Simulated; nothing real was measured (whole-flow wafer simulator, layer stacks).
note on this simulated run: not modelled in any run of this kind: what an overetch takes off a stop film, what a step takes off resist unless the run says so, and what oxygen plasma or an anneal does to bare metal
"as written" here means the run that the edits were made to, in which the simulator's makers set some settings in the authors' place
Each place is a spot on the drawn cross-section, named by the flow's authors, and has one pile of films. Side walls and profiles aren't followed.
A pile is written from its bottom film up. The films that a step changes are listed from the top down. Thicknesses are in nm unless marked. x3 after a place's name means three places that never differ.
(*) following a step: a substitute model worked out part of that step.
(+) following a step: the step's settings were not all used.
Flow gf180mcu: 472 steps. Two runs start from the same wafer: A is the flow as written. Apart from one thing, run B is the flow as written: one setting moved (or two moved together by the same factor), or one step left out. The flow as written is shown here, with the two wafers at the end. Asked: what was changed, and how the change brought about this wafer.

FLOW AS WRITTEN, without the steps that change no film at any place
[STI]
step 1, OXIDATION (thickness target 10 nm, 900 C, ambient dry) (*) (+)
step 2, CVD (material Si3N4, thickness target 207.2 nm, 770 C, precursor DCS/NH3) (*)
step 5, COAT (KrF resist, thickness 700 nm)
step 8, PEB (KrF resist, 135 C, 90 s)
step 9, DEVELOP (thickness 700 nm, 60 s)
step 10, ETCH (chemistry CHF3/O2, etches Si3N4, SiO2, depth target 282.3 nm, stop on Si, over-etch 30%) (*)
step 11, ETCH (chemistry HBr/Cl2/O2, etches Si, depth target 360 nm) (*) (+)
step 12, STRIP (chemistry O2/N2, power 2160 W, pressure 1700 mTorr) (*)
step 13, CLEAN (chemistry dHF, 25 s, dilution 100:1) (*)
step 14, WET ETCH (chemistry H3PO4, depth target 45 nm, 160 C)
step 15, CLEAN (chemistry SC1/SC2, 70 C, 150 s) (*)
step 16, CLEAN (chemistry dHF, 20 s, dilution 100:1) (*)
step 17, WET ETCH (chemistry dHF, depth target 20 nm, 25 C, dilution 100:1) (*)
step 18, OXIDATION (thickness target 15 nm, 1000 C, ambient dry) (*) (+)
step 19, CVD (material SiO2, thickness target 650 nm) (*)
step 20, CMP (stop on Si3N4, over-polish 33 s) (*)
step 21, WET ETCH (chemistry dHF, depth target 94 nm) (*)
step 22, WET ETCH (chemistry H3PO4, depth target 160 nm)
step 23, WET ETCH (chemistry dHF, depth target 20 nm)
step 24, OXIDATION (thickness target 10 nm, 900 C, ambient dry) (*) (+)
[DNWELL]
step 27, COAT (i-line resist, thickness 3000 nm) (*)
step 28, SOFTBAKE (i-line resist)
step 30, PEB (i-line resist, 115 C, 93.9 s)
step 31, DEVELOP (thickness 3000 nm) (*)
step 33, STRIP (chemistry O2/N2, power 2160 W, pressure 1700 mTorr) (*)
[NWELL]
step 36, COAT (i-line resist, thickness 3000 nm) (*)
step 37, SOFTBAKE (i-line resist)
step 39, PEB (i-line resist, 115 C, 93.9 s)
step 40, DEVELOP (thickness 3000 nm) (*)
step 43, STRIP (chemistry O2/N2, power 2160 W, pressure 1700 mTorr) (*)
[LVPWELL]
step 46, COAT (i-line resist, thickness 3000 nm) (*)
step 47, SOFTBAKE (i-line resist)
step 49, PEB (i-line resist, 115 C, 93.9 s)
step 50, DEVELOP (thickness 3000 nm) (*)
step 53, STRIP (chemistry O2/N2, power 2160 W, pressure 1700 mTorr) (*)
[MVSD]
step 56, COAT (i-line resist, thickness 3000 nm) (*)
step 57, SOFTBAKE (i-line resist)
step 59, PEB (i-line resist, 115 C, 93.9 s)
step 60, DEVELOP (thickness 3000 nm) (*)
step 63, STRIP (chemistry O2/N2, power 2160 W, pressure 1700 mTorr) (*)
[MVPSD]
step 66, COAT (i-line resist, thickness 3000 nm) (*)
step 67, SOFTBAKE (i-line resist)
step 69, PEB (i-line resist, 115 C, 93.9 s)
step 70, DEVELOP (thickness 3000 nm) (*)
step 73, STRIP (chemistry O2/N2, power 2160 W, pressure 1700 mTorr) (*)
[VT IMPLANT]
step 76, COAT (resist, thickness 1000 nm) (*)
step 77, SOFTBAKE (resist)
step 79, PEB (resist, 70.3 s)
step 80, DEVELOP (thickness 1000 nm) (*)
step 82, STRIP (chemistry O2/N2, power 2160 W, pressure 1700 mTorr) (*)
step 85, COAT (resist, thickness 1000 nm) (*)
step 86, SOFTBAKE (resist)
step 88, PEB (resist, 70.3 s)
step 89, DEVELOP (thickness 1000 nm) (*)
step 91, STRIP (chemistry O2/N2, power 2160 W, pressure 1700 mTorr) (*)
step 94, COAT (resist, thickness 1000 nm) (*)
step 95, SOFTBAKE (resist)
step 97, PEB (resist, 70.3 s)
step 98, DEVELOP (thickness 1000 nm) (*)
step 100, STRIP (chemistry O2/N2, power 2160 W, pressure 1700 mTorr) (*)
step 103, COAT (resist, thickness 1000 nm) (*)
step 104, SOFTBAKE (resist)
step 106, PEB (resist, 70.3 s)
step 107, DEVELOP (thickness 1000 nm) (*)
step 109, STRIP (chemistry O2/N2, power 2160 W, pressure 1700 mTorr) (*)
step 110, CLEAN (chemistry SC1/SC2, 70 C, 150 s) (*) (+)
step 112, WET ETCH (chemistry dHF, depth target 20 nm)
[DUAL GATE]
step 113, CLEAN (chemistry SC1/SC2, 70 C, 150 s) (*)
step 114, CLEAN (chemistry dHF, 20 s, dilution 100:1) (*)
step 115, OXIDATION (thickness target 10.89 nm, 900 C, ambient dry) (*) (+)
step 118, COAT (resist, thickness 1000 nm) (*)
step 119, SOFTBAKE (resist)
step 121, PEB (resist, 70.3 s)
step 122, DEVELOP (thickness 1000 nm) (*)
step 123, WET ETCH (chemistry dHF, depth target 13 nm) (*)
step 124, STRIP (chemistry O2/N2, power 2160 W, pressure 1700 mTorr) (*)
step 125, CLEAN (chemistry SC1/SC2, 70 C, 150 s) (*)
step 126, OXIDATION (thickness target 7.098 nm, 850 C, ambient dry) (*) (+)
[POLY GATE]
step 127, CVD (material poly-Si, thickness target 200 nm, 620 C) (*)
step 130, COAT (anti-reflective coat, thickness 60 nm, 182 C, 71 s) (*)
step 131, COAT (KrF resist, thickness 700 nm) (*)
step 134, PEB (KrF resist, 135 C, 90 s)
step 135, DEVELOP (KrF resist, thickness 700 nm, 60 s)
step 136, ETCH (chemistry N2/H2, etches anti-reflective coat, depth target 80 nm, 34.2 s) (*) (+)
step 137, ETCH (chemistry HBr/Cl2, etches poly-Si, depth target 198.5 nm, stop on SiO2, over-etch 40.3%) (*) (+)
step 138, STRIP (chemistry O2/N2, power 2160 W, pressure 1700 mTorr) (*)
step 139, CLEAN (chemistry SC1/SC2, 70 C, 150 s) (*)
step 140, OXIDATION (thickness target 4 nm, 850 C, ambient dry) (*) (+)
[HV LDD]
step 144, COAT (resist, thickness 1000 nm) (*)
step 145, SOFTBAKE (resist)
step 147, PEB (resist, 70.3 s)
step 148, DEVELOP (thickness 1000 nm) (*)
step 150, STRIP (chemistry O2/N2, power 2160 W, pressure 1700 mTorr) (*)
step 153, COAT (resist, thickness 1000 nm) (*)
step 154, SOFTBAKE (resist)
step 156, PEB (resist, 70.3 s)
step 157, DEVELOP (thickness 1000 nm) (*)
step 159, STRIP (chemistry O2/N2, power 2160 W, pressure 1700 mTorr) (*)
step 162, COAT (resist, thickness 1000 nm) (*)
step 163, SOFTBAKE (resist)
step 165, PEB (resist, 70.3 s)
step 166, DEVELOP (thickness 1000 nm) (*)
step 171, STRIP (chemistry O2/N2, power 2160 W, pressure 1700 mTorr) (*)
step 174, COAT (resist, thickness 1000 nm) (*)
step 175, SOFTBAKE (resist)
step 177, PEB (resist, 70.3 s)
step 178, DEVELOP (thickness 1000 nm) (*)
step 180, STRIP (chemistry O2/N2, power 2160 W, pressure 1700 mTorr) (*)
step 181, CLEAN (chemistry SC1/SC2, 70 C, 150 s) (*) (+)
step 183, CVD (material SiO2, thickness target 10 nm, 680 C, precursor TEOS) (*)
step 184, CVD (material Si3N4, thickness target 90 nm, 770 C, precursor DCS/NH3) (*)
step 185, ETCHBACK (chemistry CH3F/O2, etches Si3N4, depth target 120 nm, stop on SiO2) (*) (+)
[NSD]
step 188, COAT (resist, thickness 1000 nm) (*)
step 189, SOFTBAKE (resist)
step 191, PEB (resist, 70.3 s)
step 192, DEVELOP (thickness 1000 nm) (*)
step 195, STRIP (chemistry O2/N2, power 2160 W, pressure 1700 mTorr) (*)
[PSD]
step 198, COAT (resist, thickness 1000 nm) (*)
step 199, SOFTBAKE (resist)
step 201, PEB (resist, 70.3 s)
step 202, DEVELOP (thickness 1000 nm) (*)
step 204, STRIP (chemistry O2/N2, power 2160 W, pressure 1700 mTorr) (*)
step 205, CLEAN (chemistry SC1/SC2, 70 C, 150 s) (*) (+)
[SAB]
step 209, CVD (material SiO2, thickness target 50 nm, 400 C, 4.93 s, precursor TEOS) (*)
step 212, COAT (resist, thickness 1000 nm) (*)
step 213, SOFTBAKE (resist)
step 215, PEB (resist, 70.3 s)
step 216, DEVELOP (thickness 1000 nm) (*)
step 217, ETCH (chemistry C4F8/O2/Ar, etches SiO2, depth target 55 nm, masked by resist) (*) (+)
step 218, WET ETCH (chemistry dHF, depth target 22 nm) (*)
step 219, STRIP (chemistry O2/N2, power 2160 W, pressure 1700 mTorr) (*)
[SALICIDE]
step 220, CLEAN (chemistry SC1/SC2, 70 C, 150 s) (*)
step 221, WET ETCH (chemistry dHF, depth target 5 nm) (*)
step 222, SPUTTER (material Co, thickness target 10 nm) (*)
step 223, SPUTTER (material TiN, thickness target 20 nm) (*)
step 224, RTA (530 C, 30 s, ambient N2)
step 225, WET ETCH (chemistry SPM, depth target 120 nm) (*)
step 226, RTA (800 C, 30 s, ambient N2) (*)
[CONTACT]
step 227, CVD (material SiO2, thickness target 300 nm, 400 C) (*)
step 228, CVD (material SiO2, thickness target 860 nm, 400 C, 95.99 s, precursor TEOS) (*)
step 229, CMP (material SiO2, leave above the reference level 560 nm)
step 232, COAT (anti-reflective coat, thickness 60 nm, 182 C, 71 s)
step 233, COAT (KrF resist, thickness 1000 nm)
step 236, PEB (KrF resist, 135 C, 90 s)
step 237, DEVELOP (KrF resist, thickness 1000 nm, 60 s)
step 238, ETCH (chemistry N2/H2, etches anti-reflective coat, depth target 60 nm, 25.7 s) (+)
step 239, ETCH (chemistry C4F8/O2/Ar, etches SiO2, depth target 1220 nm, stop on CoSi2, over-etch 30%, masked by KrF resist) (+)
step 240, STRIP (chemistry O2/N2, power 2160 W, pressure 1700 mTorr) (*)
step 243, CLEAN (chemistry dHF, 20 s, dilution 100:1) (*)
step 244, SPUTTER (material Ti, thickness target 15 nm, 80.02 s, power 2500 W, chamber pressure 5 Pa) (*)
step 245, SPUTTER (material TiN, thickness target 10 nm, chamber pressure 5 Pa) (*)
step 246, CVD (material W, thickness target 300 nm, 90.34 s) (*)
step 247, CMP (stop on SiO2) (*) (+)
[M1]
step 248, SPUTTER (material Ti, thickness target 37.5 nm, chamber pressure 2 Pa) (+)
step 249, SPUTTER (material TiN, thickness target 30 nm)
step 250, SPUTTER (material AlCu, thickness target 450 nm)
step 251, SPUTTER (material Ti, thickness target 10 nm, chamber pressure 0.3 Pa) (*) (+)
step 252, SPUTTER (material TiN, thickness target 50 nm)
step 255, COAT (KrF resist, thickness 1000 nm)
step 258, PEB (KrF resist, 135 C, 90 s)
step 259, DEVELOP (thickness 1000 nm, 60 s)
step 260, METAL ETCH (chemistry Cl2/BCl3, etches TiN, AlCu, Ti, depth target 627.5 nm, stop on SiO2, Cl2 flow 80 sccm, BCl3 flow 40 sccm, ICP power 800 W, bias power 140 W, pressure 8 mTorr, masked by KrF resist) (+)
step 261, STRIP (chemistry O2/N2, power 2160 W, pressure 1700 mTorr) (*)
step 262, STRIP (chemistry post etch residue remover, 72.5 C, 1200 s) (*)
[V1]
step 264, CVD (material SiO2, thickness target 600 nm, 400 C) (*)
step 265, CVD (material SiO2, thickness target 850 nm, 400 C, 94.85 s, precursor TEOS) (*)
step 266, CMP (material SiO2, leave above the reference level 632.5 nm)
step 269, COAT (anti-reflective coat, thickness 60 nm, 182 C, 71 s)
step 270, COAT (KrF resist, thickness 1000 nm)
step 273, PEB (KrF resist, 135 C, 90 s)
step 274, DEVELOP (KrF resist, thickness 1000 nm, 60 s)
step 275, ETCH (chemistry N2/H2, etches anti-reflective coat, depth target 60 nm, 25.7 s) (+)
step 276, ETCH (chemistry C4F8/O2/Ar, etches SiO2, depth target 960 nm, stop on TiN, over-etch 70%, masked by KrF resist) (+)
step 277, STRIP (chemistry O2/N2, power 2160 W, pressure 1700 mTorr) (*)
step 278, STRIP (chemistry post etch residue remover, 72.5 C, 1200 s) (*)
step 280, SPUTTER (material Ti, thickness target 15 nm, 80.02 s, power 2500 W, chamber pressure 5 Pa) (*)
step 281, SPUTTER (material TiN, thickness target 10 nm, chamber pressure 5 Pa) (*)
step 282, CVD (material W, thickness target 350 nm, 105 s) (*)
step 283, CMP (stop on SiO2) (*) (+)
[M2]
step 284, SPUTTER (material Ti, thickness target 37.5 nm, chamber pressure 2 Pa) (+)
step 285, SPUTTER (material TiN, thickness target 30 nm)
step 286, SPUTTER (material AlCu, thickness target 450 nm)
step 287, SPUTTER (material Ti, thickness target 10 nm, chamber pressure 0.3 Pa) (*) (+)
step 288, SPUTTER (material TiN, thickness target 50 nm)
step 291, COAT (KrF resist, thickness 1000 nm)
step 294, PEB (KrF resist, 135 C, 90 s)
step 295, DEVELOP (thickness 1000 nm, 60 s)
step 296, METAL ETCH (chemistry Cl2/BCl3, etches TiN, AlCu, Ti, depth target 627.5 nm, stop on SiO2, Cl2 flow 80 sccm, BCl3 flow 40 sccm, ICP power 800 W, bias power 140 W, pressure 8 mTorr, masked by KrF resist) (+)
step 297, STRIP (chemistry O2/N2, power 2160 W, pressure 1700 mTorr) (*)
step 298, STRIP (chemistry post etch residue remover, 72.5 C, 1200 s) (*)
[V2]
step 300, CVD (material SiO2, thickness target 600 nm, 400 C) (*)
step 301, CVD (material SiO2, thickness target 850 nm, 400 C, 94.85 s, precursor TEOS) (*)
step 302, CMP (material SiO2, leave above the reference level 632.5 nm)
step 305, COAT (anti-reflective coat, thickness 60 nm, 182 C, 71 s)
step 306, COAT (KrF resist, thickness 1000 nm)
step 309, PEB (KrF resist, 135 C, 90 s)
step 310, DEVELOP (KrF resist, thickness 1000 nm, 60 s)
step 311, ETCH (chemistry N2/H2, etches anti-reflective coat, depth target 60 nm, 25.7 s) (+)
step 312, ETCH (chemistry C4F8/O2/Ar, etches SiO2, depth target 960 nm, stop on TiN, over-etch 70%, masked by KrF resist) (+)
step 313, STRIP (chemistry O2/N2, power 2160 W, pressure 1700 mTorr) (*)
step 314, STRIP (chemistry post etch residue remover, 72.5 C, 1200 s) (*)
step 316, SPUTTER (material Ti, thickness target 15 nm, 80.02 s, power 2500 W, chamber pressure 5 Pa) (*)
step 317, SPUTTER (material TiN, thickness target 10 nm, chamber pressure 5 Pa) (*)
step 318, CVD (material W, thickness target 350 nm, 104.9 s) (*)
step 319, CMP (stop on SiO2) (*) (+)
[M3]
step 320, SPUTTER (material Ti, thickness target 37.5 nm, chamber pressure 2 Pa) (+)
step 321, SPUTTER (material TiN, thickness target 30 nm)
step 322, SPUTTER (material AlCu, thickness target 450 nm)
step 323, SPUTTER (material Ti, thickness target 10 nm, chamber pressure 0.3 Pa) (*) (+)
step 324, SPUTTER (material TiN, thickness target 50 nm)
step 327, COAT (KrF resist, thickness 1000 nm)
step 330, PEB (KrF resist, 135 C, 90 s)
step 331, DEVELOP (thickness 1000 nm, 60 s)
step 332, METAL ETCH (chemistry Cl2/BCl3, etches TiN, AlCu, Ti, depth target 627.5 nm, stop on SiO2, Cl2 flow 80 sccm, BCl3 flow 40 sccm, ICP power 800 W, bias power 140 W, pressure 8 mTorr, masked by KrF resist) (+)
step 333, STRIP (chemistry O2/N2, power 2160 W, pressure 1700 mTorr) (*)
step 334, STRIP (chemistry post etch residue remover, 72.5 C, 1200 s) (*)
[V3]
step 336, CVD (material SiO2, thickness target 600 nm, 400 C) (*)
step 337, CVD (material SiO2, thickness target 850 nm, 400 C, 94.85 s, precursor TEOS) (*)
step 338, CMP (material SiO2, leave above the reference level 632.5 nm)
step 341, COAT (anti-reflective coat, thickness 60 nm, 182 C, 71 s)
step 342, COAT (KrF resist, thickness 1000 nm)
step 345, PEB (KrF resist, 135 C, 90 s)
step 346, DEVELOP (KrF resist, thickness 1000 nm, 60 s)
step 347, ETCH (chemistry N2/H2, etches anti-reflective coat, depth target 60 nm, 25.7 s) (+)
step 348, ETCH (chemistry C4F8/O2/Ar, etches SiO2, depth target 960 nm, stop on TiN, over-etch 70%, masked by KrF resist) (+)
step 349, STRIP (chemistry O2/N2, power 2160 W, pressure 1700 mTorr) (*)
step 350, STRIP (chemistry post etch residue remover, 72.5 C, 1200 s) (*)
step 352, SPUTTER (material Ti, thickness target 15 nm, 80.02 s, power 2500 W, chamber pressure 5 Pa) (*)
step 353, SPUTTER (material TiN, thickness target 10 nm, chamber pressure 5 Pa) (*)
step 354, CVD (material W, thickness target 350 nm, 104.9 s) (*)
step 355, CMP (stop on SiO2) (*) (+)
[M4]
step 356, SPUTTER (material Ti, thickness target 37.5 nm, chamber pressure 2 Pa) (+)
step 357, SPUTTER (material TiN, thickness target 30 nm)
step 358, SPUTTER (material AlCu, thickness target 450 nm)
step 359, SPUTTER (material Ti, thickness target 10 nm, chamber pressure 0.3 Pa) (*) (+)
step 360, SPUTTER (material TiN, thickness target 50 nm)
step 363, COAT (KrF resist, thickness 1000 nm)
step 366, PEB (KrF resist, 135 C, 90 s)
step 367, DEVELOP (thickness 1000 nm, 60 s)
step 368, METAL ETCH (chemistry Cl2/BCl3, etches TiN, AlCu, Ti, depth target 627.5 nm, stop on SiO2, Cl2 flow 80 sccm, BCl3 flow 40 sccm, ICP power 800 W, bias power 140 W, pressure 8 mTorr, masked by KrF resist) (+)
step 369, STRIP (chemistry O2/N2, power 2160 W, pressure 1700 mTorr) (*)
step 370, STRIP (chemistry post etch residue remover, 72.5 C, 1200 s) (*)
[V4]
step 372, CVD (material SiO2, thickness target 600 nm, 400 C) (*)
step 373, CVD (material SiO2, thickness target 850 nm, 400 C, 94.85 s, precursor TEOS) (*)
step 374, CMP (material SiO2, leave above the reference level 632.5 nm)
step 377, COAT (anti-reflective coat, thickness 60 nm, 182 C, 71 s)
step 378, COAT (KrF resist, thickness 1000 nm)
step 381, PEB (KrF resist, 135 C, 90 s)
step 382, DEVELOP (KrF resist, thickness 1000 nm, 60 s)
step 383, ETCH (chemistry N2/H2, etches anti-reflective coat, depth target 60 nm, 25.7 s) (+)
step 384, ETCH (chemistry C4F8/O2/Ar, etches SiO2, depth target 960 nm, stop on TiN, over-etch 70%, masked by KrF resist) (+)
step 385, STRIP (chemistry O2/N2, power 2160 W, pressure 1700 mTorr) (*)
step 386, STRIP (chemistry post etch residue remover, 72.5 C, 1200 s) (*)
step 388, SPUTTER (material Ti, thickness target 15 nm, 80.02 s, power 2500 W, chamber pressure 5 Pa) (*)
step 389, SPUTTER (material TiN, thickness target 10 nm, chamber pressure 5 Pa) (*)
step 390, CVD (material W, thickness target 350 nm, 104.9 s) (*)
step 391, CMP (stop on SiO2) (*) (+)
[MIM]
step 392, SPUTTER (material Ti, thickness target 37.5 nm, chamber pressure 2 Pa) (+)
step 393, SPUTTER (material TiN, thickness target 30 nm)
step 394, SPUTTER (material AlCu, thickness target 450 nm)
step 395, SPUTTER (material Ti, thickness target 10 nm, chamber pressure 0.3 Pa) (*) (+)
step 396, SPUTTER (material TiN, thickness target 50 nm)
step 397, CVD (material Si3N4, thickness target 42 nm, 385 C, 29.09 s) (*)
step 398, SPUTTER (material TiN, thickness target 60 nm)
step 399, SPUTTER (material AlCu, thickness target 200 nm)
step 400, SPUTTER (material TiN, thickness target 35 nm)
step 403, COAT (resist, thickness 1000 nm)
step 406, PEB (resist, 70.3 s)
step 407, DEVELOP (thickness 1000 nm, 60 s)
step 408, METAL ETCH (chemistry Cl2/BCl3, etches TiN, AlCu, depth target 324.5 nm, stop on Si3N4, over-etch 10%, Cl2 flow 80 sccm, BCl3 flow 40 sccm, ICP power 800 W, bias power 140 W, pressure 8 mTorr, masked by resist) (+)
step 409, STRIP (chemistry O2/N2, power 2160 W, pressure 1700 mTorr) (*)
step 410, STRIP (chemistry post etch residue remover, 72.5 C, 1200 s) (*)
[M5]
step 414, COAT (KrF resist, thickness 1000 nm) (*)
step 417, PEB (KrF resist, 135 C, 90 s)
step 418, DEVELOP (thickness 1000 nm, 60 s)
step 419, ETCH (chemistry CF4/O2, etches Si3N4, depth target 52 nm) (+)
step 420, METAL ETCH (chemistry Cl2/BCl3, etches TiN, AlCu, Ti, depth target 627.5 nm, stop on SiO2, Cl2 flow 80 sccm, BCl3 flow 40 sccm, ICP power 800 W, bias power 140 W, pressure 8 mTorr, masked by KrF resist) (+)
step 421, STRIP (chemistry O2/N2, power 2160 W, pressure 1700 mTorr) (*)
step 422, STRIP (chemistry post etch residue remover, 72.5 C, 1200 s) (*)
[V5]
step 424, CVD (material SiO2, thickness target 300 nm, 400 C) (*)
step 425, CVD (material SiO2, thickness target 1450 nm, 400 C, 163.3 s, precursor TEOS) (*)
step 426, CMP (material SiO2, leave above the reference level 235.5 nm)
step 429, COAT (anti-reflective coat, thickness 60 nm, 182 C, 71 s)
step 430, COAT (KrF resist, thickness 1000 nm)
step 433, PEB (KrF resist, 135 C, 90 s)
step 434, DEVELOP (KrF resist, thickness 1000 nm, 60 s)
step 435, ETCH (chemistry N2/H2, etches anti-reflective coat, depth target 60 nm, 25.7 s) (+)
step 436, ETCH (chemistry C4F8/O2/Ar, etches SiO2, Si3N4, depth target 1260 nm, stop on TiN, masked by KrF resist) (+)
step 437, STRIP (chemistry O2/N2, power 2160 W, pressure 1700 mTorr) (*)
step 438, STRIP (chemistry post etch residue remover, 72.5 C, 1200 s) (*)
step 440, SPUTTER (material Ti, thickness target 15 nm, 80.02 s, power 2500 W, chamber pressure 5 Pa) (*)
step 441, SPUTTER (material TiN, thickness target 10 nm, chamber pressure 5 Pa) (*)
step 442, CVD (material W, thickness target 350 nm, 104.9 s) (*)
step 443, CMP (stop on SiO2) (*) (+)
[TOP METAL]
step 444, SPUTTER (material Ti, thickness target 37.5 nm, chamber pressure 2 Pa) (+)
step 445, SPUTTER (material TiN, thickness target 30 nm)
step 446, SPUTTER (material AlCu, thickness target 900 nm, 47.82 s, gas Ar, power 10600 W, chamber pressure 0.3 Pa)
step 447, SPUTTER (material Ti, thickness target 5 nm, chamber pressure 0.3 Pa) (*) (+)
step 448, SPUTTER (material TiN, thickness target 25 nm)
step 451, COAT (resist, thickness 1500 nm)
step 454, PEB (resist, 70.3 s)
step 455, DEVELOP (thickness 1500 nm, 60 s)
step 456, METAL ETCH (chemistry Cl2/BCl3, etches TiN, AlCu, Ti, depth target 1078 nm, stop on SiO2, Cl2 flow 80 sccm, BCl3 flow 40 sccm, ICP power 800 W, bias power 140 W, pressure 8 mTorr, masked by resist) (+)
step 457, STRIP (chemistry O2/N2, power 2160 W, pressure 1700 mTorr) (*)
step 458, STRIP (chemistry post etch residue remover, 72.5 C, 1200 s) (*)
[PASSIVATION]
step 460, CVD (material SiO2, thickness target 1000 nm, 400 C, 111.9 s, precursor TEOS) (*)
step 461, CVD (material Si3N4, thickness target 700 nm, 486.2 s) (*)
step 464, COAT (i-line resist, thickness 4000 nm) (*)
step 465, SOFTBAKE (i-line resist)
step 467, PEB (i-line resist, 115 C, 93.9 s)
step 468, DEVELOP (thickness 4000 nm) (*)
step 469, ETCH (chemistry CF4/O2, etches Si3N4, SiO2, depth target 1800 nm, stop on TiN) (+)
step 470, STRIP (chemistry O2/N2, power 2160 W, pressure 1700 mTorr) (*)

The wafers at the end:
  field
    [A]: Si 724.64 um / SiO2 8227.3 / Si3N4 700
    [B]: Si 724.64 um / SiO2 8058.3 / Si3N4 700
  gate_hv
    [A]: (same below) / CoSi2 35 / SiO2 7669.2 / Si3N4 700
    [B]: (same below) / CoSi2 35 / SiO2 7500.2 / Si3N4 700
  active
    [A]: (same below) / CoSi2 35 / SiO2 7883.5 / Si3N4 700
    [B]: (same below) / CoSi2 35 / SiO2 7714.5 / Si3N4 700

Cause: step 322, SPUTTER: thickness target 281 nm was run, whereas the flow has thickness target 450 nm.

How this came from the change, step by step:
  step 322, SPUTTER (material AlCu, thickness target 450 nm)
      field, field__w1, field__w2 and 108 more: A AlCu gains 450 (new film) | B AlCu gains 281 (new film)
  step 332, METAL ETCH (chemistry Cl2/BCl3, etches TiN, AlCu, Ti, depth target 627.5 nm, stop on SiO2, Cl2 flow 80 sccm, BCl3 flow 40 sccm, ICP power 800 W, bias power 140 W, pressure 8 mTorr, masked by KrF resist) (+)
      field, field__w1, field__w2 and 103 more: A TiN loses 50 (all of it), Ti loses 10 (all of it), AlCu loses 450 (all of it), TiN loses 30 (all of it), Ti loses 37.5 (all of it) | B TiN loses 50 (all of it), Ti loses 10 (all of it), AlCu loses 281 (all of it), TiN loses 30 (all of it), Ti loses 37.5 (all of it)
      field__w8, contact, m1, m1__w1, m1_nw: A KrF resist loses 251 | B KrF resist loses 245.1
  step 338, CMP (material SiO2, leave above the reference level 632.5 nm)
      field, field__w1, field__w2 and 103 more: A SiO2 loses 300 | B SiO2 loses 469
